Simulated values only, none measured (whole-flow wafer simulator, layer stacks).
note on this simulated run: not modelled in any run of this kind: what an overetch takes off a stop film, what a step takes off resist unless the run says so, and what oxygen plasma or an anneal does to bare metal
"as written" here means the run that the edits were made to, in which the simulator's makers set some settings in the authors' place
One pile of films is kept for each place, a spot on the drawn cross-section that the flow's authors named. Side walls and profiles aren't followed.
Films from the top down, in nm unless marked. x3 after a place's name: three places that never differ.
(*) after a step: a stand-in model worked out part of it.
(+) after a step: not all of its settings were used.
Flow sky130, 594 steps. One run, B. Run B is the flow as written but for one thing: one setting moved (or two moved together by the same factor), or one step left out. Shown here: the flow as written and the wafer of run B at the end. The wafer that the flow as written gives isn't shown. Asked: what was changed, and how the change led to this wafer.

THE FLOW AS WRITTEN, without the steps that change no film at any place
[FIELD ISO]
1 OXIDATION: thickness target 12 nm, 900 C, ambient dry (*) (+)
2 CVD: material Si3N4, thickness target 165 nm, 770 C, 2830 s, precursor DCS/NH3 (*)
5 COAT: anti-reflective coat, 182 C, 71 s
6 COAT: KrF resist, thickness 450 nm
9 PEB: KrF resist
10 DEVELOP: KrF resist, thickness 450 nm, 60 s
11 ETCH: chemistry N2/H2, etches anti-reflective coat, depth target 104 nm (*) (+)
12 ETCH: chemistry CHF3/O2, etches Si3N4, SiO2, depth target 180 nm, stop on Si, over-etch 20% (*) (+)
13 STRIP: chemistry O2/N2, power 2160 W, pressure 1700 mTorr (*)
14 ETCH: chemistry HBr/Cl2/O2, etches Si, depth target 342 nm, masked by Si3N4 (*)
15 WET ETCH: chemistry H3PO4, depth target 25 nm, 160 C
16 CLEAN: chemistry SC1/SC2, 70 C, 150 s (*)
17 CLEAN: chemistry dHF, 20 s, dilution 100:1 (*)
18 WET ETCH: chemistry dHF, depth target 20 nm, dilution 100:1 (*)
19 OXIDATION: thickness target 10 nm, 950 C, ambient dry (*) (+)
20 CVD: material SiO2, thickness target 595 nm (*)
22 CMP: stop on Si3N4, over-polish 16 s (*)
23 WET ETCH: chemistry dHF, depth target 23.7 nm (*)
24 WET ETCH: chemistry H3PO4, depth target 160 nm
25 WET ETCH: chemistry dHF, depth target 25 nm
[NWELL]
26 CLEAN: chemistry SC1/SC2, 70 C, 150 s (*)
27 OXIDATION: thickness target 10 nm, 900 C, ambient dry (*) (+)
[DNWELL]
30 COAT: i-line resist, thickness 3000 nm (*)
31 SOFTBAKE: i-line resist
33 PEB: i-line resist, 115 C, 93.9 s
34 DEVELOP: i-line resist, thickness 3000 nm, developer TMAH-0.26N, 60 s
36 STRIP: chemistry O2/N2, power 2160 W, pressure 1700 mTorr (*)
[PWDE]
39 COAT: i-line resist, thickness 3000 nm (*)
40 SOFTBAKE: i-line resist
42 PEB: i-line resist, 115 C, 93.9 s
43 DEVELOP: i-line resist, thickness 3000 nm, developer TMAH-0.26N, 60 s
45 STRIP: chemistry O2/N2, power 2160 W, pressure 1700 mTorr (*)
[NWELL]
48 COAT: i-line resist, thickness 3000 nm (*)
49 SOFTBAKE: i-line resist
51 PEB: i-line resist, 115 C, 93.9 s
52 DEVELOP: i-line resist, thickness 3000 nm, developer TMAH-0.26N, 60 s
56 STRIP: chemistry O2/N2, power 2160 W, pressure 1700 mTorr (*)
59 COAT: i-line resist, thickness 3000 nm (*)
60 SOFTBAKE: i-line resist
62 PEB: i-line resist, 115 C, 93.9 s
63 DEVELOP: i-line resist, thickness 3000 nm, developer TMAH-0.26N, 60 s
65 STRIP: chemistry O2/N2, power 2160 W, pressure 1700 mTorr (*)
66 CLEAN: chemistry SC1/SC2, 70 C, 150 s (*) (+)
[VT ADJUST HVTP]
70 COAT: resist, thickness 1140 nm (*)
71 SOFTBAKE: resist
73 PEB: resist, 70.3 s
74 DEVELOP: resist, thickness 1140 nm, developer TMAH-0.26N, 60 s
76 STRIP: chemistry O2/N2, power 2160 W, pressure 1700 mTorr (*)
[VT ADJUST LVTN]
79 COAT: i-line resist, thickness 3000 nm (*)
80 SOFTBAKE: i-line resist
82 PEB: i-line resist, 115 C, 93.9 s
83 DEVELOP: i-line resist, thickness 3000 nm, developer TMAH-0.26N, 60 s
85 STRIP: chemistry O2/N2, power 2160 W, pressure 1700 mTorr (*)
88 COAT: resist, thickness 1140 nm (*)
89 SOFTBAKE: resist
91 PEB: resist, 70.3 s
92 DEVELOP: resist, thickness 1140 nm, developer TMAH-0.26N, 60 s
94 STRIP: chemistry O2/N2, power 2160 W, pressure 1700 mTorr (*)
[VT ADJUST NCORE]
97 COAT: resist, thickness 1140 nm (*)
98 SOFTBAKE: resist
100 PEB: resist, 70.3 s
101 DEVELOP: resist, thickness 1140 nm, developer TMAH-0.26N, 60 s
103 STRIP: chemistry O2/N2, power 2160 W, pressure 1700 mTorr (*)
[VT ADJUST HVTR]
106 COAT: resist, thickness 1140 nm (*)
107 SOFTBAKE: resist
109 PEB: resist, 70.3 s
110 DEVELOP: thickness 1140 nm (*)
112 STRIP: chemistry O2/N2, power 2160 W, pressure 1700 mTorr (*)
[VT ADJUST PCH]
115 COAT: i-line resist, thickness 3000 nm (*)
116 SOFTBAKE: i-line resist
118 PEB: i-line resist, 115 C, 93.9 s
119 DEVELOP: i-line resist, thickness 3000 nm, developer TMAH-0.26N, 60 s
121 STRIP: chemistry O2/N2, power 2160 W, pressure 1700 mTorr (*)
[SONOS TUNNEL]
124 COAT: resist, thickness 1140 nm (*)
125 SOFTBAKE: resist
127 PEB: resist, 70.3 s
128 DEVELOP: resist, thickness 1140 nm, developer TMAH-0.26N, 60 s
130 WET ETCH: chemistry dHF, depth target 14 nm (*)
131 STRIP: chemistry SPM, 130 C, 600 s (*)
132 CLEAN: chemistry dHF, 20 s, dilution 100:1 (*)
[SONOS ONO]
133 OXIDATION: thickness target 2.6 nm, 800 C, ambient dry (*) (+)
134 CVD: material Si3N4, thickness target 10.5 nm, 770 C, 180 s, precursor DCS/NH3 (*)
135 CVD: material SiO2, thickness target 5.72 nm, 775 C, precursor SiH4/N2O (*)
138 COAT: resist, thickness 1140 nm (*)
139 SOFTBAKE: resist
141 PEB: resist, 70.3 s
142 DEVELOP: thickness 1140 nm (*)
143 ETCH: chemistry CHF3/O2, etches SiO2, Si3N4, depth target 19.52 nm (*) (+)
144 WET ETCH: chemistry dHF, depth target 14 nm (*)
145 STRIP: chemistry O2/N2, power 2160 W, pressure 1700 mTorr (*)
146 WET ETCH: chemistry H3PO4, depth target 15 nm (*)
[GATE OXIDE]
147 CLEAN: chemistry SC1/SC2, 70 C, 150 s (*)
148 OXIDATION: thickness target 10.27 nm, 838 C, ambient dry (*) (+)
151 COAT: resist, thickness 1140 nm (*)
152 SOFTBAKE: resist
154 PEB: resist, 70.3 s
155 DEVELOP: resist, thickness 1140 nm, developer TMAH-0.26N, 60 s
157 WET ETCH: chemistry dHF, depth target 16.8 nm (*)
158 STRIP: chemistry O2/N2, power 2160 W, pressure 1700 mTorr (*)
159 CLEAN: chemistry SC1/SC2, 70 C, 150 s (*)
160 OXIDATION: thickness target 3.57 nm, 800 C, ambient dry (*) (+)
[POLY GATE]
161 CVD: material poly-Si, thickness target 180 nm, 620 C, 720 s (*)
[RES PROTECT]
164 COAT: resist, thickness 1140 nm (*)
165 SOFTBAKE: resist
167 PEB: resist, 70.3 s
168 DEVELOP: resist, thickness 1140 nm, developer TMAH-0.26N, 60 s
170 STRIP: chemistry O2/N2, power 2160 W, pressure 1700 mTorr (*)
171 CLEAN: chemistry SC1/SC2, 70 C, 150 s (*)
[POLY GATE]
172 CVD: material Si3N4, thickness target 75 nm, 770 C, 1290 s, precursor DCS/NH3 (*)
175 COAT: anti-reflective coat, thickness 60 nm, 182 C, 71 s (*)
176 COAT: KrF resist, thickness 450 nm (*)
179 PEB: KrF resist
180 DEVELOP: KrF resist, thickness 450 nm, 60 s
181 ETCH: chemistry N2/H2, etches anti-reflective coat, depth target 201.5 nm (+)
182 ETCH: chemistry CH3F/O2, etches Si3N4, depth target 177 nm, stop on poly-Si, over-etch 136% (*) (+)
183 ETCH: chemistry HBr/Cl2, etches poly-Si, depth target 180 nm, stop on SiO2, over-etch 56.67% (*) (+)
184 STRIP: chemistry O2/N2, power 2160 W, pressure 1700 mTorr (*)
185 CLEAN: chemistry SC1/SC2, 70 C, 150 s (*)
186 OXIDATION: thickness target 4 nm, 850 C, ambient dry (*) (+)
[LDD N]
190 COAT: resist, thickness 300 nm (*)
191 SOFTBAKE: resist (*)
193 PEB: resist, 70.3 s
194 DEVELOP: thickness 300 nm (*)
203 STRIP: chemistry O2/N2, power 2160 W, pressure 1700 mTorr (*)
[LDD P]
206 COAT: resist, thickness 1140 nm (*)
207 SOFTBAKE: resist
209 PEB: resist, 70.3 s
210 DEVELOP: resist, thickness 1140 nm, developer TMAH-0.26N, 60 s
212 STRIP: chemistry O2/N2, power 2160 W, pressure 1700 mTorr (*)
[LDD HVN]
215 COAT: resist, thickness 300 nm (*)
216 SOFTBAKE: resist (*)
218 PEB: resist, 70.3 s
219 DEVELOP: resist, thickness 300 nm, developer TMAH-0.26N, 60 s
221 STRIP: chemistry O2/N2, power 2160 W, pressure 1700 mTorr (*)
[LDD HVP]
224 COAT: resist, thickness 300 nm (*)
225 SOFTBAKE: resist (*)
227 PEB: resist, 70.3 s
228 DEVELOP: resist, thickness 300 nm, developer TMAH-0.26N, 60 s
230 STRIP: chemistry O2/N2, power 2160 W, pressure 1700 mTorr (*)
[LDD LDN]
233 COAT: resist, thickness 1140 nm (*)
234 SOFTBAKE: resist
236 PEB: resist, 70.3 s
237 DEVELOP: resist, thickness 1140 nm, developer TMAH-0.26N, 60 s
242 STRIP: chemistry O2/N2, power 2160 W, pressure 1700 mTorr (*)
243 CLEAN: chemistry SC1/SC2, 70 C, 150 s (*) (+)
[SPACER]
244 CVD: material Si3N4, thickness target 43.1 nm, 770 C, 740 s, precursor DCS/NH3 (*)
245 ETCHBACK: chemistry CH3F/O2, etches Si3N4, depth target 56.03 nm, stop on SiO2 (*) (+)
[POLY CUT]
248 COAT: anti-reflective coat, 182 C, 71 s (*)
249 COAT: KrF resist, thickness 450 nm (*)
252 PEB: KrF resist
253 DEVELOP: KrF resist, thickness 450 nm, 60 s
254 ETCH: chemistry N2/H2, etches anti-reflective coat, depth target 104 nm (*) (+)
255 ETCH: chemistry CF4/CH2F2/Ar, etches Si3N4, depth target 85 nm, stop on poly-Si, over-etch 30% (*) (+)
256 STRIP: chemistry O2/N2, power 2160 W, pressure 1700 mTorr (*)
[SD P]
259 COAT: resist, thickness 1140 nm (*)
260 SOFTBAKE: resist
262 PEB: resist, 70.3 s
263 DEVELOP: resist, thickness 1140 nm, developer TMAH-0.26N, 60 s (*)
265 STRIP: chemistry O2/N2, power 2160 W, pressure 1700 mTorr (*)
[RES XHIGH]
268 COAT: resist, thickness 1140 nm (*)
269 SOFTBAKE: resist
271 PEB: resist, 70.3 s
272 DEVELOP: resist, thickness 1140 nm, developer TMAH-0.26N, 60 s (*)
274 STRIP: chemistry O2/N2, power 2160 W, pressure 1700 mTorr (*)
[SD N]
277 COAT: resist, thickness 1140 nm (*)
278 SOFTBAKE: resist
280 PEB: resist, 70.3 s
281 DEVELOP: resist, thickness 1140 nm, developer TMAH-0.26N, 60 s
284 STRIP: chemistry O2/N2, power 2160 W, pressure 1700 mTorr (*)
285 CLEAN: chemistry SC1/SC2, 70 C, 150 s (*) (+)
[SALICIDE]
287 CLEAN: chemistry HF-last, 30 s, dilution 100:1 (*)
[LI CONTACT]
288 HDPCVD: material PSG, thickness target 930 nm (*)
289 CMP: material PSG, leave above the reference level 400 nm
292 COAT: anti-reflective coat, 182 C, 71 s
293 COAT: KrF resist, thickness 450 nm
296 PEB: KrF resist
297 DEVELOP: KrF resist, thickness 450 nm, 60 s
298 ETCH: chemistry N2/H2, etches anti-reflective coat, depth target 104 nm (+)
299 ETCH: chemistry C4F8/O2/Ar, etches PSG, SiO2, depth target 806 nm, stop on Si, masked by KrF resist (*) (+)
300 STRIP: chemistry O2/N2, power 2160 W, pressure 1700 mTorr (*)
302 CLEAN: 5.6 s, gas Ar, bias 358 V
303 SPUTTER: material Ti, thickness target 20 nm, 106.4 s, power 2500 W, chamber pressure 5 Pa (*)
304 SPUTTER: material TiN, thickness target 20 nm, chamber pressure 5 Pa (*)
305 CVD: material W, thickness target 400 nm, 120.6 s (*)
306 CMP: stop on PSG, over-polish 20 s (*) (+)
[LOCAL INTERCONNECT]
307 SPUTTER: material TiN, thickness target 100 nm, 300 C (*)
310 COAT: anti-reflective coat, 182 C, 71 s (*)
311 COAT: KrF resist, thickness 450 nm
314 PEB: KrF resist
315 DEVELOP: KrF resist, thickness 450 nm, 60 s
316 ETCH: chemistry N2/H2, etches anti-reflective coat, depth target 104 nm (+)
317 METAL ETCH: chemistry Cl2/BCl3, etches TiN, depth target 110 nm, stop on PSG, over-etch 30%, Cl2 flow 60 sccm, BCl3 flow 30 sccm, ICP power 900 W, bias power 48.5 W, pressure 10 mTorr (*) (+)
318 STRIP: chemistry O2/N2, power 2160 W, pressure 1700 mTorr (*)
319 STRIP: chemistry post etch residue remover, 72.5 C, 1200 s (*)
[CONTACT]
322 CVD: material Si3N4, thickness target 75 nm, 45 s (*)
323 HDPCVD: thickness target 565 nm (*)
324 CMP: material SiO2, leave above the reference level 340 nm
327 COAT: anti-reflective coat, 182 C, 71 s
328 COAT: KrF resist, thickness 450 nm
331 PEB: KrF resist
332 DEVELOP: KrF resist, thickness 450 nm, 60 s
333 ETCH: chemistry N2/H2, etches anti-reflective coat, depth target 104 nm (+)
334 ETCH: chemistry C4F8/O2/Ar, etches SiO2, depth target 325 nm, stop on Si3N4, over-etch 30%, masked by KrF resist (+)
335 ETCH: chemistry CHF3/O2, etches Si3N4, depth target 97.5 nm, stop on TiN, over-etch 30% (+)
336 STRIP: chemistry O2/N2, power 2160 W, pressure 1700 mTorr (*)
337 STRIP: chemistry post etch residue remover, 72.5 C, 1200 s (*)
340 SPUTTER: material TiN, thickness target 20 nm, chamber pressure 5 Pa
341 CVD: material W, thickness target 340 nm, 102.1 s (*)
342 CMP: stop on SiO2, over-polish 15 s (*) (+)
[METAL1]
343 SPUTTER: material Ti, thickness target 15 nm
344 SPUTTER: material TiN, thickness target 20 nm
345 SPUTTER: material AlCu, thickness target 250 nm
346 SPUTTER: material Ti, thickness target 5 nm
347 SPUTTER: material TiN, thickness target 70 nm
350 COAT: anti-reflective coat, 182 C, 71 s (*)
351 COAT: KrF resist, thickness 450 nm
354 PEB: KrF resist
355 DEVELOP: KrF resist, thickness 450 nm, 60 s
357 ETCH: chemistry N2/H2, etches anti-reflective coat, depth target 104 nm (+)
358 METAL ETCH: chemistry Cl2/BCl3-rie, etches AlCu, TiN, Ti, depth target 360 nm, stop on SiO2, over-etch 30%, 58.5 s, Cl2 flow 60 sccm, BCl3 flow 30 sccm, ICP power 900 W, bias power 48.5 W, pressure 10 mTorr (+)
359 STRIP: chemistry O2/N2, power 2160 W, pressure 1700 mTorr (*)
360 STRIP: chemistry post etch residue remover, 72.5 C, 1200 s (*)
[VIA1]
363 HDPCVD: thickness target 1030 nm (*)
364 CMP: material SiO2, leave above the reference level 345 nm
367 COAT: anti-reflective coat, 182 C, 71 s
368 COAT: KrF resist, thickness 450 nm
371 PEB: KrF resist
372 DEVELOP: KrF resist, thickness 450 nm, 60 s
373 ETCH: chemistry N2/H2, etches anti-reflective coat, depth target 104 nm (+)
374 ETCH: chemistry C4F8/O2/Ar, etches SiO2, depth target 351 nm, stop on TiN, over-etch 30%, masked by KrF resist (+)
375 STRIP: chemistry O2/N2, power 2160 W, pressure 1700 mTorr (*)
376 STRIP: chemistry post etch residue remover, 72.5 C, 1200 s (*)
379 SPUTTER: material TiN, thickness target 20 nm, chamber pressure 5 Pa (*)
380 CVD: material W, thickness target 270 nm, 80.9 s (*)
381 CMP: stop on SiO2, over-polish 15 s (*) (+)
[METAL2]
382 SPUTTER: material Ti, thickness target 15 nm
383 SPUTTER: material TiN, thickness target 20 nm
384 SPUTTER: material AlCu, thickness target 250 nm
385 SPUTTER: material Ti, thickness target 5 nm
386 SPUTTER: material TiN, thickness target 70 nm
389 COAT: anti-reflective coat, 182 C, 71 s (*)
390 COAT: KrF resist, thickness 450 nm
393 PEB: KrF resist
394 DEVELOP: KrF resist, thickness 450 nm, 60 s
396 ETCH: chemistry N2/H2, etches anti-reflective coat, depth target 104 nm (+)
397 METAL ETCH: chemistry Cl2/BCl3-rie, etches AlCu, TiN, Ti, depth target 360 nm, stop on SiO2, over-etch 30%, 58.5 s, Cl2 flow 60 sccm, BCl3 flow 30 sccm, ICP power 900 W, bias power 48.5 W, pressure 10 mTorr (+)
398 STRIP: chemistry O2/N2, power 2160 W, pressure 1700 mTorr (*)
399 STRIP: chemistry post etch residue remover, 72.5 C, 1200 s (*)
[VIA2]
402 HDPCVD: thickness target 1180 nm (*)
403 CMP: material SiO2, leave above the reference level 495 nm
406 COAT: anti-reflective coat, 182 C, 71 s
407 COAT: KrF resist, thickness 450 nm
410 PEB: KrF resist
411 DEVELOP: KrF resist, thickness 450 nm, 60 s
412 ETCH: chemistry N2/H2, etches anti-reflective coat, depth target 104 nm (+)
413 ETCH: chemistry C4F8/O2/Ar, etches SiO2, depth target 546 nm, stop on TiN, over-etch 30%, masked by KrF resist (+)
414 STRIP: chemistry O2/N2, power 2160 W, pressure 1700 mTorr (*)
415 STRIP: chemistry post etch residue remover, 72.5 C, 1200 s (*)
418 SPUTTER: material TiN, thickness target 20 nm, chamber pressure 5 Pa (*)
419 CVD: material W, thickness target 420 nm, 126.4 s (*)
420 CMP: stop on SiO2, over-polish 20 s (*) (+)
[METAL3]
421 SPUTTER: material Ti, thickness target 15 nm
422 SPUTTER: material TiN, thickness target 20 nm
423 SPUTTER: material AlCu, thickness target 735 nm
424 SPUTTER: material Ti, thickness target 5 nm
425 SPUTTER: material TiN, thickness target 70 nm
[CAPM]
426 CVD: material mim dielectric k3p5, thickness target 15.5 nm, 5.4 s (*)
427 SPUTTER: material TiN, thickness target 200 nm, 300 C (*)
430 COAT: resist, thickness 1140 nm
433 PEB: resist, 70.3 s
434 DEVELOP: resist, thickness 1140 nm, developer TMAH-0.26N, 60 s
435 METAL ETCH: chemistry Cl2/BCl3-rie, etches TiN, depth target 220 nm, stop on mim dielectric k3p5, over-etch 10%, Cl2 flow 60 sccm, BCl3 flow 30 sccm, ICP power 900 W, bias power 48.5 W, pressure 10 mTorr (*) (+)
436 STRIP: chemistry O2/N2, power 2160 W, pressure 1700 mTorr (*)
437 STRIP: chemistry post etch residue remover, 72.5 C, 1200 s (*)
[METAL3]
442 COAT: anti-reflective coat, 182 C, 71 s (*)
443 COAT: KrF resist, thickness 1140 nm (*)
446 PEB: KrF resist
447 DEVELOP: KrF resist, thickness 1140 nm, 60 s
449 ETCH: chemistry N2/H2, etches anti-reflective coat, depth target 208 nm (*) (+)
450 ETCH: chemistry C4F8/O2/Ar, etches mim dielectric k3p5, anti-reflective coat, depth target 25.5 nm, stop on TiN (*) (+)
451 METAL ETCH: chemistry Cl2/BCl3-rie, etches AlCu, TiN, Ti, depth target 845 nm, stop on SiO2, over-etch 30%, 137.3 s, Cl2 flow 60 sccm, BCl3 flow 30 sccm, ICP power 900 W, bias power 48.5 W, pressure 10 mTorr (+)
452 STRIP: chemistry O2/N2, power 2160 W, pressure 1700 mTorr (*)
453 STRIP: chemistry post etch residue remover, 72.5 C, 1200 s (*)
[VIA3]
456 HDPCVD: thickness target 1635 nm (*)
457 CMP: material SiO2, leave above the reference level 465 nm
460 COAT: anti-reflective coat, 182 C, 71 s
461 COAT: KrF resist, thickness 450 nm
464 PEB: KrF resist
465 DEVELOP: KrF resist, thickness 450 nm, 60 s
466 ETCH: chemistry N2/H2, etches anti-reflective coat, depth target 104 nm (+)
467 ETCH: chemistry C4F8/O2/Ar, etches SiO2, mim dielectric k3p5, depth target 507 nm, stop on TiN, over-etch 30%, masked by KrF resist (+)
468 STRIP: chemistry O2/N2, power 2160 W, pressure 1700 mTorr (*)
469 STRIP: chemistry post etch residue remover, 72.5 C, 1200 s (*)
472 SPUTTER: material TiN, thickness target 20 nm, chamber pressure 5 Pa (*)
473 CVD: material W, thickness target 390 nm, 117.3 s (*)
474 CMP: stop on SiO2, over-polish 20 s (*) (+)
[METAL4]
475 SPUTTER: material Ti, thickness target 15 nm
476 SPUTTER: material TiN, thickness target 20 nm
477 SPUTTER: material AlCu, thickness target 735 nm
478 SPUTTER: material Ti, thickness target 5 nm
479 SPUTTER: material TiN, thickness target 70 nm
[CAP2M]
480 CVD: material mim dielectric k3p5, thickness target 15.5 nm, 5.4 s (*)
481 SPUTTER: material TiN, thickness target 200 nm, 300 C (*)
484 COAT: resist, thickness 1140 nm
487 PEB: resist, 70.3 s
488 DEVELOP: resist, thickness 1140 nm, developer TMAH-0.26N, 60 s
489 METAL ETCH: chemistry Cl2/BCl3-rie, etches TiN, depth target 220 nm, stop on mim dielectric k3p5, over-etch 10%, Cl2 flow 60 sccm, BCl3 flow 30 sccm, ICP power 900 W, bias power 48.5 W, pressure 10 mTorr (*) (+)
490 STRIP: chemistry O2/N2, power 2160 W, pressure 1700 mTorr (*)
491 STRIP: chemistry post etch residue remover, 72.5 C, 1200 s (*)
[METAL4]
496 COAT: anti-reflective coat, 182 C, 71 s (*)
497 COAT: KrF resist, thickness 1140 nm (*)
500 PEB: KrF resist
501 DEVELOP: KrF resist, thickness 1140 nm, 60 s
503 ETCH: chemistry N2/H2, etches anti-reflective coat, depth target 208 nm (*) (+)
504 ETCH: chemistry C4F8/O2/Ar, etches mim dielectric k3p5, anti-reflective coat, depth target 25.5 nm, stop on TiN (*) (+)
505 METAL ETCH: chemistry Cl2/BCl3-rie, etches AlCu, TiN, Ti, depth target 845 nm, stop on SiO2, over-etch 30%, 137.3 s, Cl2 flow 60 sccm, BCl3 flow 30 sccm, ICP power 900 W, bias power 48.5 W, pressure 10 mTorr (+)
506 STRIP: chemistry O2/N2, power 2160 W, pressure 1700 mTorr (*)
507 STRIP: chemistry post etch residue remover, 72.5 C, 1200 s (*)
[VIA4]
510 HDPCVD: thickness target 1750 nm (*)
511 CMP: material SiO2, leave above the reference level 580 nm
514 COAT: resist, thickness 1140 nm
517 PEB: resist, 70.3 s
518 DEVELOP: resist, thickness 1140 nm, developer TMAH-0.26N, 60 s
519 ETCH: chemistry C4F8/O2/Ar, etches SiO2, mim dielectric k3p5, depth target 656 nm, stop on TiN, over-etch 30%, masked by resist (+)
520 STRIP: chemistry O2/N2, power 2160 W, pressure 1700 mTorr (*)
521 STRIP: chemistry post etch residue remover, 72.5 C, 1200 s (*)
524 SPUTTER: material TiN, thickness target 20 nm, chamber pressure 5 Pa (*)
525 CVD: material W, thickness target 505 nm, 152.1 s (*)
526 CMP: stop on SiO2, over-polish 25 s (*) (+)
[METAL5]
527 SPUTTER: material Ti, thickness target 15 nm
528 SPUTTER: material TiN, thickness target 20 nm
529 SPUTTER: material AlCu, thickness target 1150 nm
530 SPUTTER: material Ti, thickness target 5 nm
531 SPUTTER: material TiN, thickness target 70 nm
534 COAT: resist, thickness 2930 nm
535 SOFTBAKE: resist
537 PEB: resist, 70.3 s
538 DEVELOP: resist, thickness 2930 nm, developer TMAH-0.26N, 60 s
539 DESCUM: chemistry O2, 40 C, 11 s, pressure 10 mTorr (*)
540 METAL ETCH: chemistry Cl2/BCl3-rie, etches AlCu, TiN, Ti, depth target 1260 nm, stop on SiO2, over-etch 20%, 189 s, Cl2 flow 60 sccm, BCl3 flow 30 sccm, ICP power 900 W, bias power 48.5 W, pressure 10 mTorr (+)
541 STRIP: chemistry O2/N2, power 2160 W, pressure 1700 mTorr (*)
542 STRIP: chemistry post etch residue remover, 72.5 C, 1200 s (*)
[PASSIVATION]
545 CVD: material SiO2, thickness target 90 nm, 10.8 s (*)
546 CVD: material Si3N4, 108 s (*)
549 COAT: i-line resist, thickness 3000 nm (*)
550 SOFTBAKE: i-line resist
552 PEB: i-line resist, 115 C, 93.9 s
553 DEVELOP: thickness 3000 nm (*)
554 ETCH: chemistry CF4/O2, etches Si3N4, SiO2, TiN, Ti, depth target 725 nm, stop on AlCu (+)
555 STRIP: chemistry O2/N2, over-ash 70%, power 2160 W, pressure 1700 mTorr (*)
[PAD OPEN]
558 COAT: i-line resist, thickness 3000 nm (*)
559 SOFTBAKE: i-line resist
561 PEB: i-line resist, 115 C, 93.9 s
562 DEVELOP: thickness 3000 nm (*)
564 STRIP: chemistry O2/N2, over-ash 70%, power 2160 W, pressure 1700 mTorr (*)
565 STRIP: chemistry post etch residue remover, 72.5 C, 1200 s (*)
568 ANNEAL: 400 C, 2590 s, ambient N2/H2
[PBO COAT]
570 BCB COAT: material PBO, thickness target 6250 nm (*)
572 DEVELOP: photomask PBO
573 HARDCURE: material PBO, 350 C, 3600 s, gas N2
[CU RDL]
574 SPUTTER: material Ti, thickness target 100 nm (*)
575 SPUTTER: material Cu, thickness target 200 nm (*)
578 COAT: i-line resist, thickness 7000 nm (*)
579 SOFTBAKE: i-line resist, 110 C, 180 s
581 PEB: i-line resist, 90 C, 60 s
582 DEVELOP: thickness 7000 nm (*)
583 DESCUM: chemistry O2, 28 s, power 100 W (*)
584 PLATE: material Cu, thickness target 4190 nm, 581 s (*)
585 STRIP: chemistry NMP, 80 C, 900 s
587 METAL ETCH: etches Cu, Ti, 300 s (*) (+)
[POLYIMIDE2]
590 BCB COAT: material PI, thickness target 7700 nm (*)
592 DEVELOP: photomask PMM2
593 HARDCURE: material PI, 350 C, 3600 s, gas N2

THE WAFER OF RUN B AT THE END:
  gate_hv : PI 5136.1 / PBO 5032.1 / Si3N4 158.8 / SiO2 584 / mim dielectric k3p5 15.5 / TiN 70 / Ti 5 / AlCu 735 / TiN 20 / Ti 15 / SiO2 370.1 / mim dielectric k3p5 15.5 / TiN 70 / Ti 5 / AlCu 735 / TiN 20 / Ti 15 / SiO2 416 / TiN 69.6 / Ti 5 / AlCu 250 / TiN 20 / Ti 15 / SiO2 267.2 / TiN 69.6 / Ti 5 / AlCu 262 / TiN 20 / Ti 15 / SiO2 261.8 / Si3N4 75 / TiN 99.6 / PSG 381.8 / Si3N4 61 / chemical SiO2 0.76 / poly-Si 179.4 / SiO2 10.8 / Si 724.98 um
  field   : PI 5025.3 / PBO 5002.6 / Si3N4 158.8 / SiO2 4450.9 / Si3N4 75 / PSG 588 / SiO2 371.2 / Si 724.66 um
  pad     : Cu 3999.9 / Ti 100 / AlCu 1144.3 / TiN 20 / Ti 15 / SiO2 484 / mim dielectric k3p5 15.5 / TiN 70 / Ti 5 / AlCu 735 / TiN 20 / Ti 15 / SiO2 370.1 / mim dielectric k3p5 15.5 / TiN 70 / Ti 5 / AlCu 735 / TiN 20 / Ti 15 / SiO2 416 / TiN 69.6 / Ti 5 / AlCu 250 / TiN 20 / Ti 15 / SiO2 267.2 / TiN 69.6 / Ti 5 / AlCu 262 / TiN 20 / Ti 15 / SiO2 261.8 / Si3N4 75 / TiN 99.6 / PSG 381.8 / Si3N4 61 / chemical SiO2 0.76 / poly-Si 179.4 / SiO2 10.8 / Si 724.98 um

The cause: step 345, SPUTTER: thickness target 262 nm was run, where the flow has thickness target 250 nm.
It can be read off the wafer: gate_hv has AlCu 262, and step 345 as written asks for 250 nm.

How the change led to this, step by step:
  345 SPUTTER: material AlCu, thickness target 250 nm
      field, active, n_well and 188 more: AlCu +262 (new film) (as written it would be: AlCu +250 (new film))
  358 METAL ETCH: chemistry Cl2/BCl3-rie, etches AlCu, TiN, Ti, depth target 360 nm, stop on SiO2, over-etch 30%, 58.5 s, Cl2 flow 60 sccm, BCl3 flow 30 sccm, ICP power 900 W, bias power 48.5 W, pressure 10 mTorr (+)
      field, active, gate and 81 more: TiN -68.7 (all of it), Ti -5 (all of it), AlCu -262 (all of it), TiN -20 (all of it), Ti -15 (all of it), SiO2 -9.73 (as written it would be: TiN -68.7 (all of it), Ti -5 (all of it), AlCu -250 (all of it), TiN -20 (all of it), Ti -15 (all of it), SiO2 -10.9)
  364 CMP: material SiO2, leave above the reference level 345 nm
      field, active, gate and 81 more: SiO2 -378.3 (as written it would be: SiO2 -389.1)
